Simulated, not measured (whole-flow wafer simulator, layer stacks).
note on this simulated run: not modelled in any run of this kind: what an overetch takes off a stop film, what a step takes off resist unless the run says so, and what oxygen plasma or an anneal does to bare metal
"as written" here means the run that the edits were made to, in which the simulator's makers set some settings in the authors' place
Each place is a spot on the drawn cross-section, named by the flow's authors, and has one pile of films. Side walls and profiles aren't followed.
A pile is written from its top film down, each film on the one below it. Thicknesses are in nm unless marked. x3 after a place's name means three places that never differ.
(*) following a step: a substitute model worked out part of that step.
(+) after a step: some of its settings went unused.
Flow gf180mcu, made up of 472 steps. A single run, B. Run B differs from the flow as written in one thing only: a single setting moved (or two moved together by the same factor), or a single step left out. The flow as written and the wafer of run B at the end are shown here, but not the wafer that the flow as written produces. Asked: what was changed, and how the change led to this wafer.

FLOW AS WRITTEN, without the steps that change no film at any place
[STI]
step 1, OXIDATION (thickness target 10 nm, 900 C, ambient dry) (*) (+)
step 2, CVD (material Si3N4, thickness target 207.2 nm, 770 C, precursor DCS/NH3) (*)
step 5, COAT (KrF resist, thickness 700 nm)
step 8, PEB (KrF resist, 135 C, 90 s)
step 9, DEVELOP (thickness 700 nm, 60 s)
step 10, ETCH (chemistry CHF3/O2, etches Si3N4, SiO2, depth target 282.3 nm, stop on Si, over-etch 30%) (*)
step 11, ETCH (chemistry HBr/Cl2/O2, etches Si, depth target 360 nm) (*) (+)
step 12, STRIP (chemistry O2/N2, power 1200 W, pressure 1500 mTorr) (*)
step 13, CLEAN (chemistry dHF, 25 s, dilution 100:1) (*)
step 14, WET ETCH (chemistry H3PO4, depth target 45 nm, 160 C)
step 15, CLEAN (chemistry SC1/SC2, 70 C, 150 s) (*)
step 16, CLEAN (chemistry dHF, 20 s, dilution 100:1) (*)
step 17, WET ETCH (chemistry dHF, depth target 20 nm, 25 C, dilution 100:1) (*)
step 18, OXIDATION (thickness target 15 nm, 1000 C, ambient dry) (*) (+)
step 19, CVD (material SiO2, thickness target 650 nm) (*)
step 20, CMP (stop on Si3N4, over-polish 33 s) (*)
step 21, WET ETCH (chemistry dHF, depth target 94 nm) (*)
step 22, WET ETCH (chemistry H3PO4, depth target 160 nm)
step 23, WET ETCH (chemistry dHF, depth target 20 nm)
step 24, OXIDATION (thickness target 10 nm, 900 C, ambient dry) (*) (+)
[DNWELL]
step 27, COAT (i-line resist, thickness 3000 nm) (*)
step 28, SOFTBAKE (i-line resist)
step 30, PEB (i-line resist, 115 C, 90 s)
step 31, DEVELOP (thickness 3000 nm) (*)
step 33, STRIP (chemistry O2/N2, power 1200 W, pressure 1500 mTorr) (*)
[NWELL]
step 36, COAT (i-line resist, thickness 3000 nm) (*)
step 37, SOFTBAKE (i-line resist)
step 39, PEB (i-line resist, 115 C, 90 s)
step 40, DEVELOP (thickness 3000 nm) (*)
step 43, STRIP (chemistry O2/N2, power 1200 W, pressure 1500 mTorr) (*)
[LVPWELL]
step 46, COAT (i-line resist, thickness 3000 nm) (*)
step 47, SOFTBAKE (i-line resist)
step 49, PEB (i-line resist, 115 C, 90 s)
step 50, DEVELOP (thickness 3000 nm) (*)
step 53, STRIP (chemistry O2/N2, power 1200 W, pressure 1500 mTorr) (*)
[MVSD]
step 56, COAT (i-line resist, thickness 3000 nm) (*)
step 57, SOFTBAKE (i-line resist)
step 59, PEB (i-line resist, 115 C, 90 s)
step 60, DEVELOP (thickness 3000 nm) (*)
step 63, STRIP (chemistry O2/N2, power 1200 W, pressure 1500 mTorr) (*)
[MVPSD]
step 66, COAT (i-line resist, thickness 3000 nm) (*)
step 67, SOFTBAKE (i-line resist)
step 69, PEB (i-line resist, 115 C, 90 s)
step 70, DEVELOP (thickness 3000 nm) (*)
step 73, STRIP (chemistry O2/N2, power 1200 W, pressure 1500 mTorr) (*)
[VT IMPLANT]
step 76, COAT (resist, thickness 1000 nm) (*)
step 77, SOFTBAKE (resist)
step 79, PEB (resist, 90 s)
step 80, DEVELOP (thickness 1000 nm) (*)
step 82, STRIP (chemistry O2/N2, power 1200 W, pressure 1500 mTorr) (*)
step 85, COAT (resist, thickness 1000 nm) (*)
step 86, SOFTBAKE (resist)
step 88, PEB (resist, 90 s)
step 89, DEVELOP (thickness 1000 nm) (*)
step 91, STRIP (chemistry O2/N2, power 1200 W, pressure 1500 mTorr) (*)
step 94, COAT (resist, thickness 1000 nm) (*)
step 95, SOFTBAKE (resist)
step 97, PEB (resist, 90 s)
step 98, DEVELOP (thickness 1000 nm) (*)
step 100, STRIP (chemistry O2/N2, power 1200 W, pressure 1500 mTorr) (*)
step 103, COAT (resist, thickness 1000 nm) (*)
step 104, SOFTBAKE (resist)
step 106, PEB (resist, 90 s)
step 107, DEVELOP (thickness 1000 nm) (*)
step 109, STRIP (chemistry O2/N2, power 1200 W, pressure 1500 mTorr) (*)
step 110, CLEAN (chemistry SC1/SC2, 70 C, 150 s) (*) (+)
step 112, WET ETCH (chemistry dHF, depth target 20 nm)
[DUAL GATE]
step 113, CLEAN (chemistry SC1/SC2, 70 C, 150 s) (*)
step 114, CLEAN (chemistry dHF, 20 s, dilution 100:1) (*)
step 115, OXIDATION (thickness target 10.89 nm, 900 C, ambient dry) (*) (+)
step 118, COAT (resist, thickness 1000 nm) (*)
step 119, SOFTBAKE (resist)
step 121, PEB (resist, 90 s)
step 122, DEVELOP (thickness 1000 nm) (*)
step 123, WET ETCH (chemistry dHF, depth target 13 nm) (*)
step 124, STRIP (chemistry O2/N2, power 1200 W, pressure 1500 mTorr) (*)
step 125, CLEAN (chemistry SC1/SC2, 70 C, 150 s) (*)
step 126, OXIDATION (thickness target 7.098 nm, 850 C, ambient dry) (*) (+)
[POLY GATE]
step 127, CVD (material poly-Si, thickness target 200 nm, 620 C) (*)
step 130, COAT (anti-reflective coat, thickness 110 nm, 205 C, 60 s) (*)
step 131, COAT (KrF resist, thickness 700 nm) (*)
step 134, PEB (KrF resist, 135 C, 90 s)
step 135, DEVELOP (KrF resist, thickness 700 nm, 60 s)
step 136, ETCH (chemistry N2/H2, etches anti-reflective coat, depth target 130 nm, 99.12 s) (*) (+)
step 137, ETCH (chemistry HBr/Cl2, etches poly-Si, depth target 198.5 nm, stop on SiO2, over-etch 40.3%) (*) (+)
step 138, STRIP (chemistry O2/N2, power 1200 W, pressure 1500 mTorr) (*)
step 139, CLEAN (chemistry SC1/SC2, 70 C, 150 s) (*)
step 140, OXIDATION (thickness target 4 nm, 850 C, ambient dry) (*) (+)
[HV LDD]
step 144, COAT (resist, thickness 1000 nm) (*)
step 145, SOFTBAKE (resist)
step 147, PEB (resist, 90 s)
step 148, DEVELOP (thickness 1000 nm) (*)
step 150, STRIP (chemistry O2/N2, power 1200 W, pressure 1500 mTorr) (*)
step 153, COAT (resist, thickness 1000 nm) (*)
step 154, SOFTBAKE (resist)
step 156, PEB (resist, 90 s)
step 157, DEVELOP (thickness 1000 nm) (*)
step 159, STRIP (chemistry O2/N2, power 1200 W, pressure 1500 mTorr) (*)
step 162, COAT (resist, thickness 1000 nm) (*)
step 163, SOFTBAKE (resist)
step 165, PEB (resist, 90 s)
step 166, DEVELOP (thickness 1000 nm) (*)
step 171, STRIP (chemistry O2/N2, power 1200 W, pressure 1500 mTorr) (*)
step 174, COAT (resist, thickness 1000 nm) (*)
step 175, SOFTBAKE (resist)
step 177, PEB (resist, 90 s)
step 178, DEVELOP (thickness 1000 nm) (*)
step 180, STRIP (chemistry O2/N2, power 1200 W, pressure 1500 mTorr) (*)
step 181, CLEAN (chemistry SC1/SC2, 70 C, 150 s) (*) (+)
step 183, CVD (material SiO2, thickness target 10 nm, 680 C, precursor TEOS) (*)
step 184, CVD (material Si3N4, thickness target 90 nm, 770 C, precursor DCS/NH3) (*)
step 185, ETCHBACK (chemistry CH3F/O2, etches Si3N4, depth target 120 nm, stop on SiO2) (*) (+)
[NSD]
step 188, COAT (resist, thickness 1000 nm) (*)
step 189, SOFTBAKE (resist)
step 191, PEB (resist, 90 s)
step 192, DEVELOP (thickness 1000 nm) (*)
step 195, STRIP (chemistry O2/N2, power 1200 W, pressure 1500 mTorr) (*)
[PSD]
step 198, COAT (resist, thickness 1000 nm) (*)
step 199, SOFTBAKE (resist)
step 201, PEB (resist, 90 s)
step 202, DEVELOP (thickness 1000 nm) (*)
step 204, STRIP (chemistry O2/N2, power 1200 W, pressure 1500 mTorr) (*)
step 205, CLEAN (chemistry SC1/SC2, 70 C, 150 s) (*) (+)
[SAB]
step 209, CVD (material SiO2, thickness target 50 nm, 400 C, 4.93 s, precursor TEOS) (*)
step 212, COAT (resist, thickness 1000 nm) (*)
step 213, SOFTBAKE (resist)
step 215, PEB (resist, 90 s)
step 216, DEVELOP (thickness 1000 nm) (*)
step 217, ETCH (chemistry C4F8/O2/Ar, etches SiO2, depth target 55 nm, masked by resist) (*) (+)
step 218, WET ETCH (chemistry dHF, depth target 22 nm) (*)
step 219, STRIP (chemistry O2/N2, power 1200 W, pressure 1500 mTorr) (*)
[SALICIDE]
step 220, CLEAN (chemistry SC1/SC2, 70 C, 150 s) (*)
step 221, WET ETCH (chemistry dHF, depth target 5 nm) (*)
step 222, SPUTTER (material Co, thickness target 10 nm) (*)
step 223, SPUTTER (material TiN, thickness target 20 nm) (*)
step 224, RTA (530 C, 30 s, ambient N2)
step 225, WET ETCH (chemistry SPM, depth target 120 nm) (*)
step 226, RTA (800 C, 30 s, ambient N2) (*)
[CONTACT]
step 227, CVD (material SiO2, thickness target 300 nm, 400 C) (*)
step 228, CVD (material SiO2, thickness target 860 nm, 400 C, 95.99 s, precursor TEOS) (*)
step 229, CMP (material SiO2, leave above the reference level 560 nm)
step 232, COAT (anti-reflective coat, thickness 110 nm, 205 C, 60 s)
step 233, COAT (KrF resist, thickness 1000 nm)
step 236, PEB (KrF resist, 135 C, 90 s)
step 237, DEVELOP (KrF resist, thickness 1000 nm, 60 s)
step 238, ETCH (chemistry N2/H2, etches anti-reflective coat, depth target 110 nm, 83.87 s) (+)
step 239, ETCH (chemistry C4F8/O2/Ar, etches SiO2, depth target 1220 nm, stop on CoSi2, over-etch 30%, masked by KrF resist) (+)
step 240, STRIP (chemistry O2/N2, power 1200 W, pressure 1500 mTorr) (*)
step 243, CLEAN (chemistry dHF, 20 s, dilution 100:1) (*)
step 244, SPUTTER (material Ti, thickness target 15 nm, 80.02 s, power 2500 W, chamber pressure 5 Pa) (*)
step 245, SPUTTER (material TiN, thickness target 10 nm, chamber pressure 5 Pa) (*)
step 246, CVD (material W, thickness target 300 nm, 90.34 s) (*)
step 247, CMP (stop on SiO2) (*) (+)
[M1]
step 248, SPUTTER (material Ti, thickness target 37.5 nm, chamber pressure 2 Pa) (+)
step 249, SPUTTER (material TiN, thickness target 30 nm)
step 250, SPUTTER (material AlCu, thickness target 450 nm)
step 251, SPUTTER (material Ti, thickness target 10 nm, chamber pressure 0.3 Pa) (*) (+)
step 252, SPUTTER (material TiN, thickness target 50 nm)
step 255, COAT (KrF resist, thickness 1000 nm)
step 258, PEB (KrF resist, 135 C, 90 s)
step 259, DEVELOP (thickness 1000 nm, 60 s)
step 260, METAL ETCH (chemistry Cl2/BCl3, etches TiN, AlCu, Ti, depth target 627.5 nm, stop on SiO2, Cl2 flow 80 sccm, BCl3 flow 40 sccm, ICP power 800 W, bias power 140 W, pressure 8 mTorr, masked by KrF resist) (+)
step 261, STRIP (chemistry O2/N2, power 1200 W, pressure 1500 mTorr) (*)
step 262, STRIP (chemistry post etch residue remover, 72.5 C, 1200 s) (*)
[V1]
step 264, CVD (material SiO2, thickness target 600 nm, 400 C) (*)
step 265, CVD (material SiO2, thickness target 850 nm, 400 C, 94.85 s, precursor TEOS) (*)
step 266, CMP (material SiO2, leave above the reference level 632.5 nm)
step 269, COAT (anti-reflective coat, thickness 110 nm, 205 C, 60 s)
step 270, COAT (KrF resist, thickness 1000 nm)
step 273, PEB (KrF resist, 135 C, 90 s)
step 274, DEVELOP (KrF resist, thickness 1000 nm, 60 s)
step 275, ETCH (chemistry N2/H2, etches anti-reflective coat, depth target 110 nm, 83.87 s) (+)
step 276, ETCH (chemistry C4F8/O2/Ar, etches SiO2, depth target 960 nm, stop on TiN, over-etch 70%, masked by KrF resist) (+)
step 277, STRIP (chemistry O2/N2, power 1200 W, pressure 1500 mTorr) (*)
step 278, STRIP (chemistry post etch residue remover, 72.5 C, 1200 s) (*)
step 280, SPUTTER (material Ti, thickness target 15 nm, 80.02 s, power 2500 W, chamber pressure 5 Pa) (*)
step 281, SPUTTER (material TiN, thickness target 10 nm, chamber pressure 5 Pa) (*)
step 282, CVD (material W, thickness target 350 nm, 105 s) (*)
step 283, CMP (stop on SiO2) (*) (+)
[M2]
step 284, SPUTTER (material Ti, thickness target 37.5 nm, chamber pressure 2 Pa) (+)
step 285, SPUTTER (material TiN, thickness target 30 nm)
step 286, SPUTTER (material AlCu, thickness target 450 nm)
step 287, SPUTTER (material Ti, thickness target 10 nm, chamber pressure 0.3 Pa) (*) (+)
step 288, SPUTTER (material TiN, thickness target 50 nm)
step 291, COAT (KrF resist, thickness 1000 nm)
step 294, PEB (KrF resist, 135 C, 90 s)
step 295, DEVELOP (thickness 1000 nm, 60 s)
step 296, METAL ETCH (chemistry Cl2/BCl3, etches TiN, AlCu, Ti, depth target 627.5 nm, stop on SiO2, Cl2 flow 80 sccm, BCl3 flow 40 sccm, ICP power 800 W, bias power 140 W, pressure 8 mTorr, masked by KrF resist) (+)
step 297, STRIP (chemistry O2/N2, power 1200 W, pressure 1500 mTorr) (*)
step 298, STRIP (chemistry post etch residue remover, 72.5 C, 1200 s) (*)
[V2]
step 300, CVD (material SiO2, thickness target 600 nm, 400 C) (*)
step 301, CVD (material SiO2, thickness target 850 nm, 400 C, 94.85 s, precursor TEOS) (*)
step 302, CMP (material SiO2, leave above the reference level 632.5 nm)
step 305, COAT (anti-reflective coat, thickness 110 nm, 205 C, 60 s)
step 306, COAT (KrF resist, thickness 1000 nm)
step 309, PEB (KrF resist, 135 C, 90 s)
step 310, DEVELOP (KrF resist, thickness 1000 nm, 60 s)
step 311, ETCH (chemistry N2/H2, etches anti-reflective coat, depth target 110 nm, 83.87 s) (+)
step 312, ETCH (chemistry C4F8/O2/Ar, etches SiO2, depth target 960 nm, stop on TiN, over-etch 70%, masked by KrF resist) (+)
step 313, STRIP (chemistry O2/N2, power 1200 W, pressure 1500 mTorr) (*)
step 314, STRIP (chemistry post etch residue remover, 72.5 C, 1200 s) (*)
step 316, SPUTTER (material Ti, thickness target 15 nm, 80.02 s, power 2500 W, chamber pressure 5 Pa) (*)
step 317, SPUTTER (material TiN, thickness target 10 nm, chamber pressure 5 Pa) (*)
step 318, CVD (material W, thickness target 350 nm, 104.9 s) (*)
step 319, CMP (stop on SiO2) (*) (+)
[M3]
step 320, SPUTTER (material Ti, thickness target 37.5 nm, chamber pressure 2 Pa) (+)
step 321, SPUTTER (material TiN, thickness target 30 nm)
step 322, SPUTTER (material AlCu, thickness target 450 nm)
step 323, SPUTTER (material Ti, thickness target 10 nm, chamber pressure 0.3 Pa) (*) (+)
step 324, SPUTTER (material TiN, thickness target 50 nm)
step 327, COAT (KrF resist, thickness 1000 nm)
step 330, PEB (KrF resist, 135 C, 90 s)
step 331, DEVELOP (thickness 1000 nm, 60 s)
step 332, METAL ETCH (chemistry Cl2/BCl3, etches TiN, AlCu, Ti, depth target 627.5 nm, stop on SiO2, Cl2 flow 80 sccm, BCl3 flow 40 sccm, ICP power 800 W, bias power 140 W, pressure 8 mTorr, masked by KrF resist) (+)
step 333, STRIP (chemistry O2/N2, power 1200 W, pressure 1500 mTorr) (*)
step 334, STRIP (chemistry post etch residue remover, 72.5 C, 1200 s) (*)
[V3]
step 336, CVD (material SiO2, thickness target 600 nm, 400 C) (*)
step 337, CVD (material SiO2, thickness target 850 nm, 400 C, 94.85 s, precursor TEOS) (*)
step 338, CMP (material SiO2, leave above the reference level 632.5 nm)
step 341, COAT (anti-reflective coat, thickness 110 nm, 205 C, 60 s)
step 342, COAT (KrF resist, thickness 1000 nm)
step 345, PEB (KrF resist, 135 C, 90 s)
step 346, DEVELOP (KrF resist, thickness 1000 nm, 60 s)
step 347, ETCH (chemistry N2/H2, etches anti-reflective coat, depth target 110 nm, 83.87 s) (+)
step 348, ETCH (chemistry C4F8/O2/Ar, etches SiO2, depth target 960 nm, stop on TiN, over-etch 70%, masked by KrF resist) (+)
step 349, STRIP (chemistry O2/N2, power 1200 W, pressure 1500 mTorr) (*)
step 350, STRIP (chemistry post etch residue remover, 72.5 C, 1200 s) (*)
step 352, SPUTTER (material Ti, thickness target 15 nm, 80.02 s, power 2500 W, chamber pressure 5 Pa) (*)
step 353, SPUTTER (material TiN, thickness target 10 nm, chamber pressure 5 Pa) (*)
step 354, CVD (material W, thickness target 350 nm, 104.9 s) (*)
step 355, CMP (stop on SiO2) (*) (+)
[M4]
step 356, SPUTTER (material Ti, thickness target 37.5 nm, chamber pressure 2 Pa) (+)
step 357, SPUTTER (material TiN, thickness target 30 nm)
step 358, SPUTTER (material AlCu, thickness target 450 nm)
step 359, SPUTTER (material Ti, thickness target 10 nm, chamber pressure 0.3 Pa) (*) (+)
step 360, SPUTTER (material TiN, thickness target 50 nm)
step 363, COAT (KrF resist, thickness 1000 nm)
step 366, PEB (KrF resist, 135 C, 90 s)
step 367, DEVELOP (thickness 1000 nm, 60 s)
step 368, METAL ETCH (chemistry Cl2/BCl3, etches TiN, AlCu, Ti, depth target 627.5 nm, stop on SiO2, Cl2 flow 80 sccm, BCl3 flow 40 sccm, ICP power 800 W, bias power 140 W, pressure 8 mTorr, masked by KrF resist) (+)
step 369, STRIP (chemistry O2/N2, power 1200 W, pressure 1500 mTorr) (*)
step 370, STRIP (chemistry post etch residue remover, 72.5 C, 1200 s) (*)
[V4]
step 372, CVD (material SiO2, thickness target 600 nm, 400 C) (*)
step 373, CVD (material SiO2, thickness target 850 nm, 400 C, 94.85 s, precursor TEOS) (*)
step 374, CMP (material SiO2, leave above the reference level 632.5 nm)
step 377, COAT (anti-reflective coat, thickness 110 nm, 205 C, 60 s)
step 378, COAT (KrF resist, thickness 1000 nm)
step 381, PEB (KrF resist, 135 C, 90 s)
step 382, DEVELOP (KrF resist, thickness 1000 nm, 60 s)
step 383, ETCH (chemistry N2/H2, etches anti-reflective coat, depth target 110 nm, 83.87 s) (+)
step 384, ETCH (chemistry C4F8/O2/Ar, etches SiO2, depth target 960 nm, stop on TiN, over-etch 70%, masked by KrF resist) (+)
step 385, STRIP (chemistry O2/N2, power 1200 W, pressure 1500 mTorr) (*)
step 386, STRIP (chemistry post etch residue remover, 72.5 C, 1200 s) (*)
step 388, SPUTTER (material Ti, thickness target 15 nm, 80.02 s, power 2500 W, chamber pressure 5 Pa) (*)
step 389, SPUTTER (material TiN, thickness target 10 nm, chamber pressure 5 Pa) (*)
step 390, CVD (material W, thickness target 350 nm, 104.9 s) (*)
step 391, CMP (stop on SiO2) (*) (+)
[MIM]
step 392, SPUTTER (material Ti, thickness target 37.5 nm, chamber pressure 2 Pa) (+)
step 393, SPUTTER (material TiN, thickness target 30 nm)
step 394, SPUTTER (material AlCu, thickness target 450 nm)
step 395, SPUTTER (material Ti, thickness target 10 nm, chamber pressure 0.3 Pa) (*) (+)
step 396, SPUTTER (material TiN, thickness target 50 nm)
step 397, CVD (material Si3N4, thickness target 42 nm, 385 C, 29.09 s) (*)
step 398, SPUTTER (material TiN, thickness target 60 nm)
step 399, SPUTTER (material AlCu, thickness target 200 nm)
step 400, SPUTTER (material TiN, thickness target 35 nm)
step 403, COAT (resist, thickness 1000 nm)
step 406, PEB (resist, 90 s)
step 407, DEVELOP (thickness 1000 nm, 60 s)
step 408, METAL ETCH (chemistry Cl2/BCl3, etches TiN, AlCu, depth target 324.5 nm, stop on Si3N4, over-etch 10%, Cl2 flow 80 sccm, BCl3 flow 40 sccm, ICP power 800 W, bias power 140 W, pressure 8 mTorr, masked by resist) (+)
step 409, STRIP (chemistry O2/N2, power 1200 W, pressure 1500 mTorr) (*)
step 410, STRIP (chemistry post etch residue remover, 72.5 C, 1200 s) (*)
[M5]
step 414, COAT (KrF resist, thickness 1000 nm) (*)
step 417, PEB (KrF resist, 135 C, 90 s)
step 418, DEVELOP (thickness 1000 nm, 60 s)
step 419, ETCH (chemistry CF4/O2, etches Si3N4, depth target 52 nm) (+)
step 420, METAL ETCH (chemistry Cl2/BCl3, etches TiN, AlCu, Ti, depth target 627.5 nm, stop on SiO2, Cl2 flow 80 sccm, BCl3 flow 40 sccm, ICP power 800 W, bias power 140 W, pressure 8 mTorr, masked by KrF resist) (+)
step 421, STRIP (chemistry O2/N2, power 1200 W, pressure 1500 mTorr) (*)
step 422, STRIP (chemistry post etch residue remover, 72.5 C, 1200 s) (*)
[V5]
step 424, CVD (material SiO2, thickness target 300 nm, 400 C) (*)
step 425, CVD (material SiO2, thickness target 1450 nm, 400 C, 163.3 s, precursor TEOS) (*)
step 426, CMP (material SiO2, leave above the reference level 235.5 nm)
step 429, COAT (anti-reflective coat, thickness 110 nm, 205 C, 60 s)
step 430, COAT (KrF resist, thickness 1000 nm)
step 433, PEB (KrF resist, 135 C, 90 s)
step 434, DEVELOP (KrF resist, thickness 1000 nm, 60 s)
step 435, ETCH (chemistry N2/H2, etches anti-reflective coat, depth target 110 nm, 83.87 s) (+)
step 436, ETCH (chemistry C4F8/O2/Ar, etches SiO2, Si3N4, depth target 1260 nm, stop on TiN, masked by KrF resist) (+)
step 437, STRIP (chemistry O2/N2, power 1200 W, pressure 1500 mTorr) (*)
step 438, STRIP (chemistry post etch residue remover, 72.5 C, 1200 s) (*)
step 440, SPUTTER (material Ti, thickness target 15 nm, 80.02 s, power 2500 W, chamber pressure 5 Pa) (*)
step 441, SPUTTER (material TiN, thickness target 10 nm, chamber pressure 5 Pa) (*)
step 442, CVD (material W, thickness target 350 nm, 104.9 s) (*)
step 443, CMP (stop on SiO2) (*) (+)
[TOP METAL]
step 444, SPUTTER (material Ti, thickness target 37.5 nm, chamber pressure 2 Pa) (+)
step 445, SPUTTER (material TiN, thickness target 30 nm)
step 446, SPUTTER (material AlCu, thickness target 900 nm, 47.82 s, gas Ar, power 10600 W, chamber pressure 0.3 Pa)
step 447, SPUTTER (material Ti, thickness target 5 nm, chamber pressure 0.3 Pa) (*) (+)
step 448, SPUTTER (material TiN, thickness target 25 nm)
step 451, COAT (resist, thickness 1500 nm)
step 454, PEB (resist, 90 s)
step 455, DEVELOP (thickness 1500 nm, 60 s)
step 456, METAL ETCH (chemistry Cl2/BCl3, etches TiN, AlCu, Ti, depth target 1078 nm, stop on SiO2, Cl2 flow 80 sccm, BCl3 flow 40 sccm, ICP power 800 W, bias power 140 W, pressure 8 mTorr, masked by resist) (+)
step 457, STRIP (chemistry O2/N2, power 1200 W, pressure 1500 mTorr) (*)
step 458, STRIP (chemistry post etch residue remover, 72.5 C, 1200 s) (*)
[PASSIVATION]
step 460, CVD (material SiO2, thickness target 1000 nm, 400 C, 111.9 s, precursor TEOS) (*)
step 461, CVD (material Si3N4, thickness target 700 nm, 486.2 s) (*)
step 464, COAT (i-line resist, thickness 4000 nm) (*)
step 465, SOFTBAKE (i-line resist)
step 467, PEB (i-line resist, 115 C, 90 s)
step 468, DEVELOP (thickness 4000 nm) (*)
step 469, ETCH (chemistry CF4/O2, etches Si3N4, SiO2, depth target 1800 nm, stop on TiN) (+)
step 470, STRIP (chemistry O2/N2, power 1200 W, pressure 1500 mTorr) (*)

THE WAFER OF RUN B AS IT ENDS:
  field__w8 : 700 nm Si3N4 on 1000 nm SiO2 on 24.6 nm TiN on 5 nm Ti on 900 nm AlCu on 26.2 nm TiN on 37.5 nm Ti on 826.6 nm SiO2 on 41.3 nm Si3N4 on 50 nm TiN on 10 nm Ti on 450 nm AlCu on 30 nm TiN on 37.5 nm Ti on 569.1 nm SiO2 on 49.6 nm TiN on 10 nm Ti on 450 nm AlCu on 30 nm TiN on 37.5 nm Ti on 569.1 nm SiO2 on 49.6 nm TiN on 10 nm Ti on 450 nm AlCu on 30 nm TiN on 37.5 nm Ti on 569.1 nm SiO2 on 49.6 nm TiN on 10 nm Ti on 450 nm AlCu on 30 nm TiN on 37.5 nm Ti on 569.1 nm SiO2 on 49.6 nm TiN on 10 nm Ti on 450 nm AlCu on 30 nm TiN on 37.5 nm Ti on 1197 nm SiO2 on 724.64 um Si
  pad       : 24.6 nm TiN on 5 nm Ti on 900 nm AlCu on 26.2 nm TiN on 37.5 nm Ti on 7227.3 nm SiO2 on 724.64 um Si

Cause: step 445, SPUTTER: thickness target 26.25 nm was run, though the flow has thickness target 30 nm.
One can read it off the wafer: field__w8 has TiN 26.2, and step 445 as written asks for 30 nm.

Step by step, how the change led to this:
  step 445, SPUTTER (material TiN, thickness target 30 nm)
      field, field__w1, field__w2 and 109 more: TiN gains 26.2 (new film) (as written it would have been: TiN gains 30 (new film))
  step 456, METAL ETCH (chemistry Cl2/BCl3, etches TiN, AlCu, Ti, depth target 1078 nm, stop on SiO2, Cl2 flow 80 sccm, BCl3 flow 40 sccm, ICP power 800 W, bias power 140 W, pressure 8 mTorr, masked by resist) (+)
      field, field__w1, field__w2 and 103 more: TiN loses 25 (all of it), Ti loses 5 (all of it), AlCu loses 900 (all of it), TiN loses 26.2 (all of it), Ti loses 37.5 (all of it) (as written it would have been: TiN loses 25 (all of it), Ti loses 5 (all of it), AlCu loses 900 (all of it), TiN loses 30 (all of it), Ti loses 37.5 (all of it))
